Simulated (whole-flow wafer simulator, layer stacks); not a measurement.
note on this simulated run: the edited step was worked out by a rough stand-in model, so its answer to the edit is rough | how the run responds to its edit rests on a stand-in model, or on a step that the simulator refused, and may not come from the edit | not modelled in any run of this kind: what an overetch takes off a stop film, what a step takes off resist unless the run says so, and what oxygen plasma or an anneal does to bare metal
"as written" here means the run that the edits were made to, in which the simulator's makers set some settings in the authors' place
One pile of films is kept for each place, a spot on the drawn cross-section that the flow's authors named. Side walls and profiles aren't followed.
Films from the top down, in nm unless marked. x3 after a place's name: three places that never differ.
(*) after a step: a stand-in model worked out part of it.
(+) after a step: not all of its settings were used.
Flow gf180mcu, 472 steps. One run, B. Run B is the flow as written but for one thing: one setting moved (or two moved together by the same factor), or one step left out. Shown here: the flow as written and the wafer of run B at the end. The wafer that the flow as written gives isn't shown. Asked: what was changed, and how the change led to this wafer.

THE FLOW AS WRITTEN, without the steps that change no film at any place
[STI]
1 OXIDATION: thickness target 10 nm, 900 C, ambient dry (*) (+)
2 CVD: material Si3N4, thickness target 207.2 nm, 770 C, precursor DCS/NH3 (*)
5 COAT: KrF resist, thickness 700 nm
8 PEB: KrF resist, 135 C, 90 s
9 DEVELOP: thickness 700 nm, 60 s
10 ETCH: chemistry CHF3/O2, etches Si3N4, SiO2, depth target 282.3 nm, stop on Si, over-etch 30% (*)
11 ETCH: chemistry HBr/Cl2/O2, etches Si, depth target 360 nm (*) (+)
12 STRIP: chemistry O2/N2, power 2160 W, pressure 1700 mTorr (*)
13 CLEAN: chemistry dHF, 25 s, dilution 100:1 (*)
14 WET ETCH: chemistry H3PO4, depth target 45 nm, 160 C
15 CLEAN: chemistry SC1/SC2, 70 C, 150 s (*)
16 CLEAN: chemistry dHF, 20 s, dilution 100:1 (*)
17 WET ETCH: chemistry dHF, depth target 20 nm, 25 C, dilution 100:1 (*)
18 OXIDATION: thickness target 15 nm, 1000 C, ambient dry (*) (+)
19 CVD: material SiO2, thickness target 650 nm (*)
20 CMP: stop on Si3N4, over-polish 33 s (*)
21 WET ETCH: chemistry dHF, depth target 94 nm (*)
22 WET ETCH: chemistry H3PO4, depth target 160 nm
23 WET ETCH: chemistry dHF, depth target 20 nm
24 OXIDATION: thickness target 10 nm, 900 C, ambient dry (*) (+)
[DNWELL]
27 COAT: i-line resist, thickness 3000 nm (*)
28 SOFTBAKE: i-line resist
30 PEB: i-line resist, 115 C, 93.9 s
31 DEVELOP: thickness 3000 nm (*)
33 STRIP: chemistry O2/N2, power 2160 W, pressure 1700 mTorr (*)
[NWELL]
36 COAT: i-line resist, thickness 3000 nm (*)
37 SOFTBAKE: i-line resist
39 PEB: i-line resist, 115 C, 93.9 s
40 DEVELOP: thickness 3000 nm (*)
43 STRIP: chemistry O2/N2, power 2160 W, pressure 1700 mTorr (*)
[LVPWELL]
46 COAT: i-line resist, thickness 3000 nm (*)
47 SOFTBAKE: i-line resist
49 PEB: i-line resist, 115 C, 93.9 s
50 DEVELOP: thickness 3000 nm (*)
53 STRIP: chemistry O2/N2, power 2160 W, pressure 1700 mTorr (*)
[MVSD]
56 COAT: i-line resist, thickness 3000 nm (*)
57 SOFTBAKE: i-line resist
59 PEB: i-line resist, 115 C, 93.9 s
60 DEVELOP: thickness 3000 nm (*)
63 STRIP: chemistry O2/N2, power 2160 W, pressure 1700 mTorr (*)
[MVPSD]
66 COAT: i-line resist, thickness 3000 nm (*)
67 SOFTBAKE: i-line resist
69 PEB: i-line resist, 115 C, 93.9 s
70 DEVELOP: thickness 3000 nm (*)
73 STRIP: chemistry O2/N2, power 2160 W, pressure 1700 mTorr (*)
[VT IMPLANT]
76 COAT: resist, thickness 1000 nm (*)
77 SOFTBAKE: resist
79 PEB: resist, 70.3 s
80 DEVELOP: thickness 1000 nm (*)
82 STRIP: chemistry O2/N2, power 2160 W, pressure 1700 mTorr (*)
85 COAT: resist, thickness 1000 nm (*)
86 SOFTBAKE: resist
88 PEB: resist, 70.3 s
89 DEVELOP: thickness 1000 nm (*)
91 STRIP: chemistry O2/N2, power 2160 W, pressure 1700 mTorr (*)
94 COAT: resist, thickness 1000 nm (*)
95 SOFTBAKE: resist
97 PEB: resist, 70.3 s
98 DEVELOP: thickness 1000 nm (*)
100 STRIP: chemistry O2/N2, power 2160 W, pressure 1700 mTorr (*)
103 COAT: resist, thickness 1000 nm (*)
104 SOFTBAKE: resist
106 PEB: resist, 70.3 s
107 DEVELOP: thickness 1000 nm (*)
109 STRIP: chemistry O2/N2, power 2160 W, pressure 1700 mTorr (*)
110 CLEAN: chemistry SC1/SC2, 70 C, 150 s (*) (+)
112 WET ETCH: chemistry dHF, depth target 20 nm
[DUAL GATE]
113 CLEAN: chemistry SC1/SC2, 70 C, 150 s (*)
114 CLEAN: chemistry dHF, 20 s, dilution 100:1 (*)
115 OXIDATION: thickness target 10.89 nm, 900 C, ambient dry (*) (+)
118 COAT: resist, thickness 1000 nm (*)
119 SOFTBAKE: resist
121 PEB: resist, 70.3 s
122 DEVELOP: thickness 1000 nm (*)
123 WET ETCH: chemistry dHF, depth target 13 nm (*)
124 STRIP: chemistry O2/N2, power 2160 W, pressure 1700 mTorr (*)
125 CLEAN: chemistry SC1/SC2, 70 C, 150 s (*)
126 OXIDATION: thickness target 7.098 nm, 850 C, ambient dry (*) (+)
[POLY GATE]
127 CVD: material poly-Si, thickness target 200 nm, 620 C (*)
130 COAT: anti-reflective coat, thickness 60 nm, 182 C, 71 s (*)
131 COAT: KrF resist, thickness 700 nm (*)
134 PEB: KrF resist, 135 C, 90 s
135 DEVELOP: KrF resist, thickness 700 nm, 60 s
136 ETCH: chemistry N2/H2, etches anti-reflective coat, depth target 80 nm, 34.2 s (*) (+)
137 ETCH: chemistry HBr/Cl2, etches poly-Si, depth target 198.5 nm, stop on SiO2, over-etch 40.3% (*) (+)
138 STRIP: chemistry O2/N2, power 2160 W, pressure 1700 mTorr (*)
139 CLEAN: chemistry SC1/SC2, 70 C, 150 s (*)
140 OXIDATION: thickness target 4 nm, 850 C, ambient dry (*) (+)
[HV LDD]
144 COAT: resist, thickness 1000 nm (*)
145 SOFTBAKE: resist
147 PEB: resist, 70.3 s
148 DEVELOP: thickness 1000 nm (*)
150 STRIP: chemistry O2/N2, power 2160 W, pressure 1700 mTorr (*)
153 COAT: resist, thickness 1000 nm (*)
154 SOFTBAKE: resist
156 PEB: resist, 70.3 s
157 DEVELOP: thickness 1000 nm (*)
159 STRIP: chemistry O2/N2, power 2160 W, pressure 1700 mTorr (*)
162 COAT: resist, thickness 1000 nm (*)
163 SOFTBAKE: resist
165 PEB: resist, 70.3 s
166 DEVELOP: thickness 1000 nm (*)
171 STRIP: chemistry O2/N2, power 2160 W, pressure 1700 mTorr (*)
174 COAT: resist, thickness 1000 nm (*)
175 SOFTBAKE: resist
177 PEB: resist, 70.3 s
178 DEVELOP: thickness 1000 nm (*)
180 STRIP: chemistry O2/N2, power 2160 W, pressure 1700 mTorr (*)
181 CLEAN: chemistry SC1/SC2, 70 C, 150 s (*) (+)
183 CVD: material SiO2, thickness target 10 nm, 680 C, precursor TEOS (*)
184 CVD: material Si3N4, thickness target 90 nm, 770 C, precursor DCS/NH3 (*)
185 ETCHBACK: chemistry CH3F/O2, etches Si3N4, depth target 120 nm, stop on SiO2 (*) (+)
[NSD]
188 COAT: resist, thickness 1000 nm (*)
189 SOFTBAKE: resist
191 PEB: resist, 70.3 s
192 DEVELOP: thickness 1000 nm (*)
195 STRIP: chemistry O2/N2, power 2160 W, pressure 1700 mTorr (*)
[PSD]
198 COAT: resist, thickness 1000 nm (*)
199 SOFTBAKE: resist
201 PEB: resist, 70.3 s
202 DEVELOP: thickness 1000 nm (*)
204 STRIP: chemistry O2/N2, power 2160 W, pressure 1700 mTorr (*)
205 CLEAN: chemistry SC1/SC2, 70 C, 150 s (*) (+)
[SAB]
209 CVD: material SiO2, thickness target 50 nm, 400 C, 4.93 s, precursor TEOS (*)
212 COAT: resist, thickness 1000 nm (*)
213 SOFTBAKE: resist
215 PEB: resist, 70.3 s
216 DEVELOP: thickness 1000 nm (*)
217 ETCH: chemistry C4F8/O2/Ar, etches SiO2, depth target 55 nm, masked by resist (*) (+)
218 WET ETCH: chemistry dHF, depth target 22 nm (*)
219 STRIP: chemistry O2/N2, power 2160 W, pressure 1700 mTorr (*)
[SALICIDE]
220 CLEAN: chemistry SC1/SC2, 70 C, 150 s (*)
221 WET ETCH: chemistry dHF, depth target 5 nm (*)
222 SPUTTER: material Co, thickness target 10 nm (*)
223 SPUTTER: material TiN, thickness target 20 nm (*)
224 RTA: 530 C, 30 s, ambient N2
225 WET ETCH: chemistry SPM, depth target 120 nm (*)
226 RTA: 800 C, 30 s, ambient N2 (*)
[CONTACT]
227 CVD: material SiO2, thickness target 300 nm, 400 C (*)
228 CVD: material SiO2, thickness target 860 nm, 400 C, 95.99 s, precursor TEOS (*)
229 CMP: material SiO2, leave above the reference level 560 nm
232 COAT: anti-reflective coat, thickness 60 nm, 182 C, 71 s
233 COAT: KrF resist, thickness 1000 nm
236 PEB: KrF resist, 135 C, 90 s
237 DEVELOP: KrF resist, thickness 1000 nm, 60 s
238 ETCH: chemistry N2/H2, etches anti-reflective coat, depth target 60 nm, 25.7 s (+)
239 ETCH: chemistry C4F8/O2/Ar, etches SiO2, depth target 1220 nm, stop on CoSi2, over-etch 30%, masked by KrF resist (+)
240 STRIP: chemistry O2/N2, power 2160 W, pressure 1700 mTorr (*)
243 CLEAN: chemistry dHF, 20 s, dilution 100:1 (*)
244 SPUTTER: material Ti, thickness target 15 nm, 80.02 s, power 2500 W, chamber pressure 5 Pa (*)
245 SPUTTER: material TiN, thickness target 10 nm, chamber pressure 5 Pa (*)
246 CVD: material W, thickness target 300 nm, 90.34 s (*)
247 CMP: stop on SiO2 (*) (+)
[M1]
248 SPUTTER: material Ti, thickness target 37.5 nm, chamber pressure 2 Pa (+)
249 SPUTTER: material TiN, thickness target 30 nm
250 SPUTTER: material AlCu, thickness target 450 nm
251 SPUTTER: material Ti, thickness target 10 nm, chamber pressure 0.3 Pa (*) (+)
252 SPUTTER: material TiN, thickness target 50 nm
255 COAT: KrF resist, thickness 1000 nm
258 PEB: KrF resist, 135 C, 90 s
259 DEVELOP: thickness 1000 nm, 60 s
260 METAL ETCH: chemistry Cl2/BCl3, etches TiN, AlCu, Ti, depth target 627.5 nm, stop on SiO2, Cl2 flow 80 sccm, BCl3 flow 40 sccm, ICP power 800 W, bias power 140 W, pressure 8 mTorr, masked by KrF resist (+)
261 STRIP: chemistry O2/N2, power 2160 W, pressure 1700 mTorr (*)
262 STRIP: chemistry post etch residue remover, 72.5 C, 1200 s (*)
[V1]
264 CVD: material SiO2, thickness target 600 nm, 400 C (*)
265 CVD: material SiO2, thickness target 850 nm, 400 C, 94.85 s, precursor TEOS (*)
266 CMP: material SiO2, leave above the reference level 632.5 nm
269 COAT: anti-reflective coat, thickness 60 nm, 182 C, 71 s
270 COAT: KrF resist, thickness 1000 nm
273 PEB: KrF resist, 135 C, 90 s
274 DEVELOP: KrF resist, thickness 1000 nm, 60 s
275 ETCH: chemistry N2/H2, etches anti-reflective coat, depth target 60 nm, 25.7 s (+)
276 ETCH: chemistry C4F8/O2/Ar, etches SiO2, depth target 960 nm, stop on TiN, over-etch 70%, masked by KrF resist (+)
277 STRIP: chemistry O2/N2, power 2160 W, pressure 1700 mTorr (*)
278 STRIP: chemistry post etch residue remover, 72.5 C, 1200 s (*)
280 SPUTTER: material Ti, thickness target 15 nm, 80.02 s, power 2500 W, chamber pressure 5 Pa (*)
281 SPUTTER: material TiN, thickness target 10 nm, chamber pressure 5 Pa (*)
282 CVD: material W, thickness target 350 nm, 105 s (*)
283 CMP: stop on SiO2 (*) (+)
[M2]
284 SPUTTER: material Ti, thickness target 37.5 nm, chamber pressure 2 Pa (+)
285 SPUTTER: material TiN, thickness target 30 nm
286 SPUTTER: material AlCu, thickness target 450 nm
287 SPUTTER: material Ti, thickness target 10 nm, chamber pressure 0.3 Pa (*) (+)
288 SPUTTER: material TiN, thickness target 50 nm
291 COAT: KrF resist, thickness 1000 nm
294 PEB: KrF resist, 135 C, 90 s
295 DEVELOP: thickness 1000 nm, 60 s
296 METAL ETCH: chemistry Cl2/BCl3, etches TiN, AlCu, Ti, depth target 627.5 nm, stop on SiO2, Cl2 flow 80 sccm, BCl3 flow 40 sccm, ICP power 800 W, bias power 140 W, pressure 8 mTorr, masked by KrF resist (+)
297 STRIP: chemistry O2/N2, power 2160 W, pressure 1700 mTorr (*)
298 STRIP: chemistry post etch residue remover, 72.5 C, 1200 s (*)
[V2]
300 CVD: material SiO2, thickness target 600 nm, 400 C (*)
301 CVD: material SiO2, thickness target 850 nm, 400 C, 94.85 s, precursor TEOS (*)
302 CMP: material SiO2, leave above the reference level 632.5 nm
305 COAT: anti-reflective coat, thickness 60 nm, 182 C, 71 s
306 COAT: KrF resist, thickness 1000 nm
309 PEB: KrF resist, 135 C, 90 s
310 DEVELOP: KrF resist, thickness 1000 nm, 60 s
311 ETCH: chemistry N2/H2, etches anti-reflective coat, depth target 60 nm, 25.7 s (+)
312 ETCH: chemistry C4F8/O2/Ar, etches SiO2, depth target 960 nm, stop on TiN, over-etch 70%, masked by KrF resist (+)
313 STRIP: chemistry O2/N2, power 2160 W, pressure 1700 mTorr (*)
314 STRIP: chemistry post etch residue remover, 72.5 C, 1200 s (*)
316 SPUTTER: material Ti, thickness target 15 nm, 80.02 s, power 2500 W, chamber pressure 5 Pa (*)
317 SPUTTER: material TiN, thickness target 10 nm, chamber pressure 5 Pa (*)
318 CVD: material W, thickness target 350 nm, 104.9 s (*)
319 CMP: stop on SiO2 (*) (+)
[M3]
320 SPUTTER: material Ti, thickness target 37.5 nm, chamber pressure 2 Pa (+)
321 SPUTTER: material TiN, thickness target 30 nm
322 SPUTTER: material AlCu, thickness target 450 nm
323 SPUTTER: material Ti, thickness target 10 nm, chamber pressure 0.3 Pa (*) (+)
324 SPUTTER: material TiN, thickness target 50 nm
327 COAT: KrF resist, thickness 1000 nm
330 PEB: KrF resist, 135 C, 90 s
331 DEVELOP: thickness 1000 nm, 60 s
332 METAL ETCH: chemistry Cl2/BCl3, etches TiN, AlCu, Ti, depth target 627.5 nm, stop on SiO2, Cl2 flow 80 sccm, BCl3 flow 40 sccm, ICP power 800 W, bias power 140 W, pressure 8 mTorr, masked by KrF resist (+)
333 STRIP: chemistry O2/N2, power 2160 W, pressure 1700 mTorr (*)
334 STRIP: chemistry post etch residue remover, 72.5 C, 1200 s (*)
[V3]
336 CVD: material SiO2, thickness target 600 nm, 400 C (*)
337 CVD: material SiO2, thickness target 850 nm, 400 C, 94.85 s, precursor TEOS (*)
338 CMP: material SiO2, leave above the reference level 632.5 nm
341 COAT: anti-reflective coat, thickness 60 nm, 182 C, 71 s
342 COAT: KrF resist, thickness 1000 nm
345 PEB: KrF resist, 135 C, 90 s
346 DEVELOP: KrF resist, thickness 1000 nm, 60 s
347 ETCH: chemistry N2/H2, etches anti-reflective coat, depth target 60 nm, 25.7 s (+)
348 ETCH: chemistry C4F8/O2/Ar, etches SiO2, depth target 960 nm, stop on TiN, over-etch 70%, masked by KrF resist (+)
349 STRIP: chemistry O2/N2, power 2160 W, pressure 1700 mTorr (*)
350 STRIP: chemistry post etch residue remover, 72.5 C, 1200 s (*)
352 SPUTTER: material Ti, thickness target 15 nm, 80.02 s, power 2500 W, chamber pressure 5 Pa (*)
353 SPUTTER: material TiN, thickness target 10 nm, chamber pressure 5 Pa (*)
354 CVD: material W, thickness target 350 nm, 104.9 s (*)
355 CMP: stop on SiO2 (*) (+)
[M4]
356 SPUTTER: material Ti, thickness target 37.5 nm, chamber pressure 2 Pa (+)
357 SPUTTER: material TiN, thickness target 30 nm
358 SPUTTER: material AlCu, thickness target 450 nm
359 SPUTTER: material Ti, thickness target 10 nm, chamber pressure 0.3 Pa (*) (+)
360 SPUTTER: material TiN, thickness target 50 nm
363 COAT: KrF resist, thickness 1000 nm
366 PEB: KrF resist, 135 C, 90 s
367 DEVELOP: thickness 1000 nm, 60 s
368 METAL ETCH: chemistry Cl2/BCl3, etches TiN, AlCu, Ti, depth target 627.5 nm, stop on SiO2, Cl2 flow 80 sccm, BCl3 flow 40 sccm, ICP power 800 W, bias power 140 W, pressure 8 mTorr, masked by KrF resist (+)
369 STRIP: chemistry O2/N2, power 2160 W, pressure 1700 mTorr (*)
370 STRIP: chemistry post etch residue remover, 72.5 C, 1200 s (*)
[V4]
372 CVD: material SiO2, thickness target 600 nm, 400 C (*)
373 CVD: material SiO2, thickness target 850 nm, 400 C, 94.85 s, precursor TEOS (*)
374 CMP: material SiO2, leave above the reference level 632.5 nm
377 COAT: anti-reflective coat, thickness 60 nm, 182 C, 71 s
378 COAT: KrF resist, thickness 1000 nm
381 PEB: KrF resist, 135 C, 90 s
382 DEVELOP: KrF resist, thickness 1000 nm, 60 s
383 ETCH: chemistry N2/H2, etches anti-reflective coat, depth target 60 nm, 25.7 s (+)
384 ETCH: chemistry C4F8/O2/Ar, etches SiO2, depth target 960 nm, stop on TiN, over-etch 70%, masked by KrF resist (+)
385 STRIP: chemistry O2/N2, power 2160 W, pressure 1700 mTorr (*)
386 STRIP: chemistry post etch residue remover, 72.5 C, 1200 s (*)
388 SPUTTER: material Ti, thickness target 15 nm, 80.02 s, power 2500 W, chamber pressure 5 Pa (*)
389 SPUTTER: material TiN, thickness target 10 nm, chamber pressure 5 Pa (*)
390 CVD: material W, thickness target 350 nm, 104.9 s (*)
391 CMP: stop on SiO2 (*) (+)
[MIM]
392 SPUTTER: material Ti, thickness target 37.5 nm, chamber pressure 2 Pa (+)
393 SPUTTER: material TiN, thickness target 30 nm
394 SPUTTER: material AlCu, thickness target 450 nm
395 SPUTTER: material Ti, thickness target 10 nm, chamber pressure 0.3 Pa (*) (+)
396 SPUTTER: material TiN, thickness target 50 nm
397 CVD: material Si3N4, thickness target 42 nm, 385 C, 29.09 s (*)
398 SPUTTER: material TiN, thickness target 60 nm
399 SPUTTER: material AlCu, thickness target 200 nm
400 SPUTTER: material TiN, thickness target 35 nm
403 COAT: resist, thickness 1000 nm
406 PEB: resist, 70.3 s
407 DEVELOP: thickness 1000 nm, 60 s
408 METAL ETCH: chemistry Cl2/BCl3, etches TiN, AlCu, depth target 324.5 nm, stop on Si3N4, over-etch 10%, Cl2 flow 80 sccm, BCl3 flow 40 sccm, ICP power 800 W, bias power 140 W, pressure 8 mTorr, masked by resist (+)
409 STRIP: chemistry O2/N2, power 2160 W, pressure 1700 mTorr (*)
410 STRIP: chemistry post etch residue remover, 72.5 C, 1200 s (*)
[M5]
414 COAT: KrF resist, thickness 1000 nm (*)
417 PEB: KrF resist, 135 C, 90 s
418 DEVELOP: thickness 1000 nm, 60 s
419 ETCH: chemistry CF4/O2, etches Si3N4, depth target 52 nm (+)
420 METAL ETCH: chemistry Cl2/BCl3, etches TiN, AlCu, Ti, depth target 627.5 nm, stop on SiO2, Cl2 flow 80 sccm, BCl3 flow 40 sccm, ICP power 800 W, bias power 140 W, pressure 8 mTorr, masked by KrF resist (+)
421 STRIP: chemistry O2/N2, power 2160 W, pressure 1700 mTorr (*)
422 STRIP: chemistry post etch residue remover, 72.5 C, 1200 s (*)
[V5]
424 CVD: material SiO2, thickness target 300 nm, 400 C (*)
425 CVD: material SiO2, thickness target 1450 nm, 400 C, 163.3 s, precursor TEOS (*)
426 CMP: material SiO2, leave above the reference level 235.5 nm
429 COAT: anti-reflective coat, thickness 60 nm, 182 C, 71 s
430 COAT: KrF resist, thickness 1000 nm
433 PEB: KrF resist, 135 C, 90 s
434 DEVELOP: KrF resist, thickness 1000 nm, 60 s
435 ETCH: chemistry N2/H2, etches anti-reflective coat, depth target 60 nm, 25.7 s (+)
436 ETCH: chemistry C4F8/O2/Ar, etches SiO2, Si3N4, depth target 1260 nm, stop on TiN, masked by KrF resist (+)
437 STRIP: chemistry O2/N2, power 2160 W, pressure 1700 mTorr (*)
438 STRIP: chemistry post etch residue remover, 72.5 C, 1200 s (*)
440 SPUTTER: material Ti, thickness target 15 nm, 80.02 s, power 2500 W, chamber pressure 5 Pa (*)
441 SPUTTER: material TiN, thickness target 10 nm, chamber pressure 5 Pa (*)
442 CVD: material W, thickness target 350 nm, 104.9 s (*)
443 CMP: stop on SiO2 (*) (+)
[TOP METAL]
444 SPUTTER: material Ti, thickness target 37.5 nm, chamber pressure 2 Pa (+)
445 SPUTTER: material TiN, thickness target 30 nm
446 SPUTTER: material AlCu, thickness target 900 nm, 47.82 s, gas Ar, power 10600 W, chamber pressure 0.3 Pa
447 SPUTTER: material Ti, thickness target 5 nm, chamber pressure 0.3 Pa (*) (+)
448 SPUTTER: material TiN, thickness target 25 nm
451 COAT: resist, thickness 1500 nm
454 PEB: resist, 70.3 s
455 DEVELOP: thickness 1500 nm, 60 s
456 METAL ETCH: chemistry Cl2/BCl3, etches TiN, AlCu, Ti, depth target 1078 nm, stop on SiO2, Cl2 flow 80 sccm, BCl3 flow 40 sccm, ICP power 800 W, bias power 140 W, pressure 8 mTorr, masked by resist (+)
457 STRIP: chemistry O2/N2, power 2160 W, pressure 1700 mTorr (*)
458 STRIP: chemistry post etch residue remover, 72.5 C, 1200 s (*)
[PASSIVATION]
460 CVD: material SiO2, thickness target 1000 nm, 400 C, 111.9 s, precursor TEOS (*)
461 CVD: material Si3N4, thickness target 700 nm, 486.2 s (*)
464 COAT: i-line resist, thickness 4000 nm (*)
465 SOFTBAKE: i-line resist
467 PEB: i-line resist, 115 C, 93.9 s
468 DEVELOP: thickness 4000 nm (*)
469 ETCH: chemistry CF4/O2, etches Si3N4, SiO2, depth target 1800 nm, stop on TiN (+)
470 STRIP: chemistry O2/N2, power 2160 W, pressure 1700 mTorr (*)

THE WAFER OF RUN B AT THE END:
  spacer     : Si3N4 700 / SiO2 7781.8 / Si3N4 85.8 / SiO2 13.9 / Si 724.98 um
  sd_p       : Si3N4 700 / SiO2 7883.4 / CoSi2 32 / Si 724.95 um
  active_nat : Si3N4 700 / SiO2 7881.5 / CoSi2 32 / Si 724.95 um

The cause: step 183, CVD: thickness target 6.75 nm was run, where the flow has thickness target 10 nm.

How the change led to this, step by step:
  183 CVD: material SiO2, thickness target 10 nm, 680 C, precursor TEOS (*)
      field, field__w1, field__w2 and 99 more: SiO2 +6.75 (as written it would be: SiO2 +10)
      ld_drift_p: SiO2 +6.66 (as written it would be: SiO2 +9.87)
      (and at 1 more place)
  189 SOFTBAKE: resist
      field: resist -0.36 (as written it would be: resist +3.56)
      active_hv: resist -0.53 (as written it would be: resist +2.68)
      (and at 3 more places)
  199 SOFTBAKE: resist
      field: resist -0.36 (as written it would be: resist +3.56)
      active_hv: resist -0.53 (as written it would be: resist +2.68)
      (and at 3 more places)
  218 WET ETCH: chemistry dHF, depth target 22 nm (*)
      gate, gate_hv, gate_p and 23 more: SiO2 -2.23 (all of it) (as written it would be: SiO2 -5.48 (all of it))
      active, p_well, sd_n, iso_ptap_pw, iso_ntap_nw, iso_ptap_sub, vpnp_e: SiO2 -5.76 (all of it) (as written it would be: SiO2 -9.01 (all of it))
      (and at 16 more places)
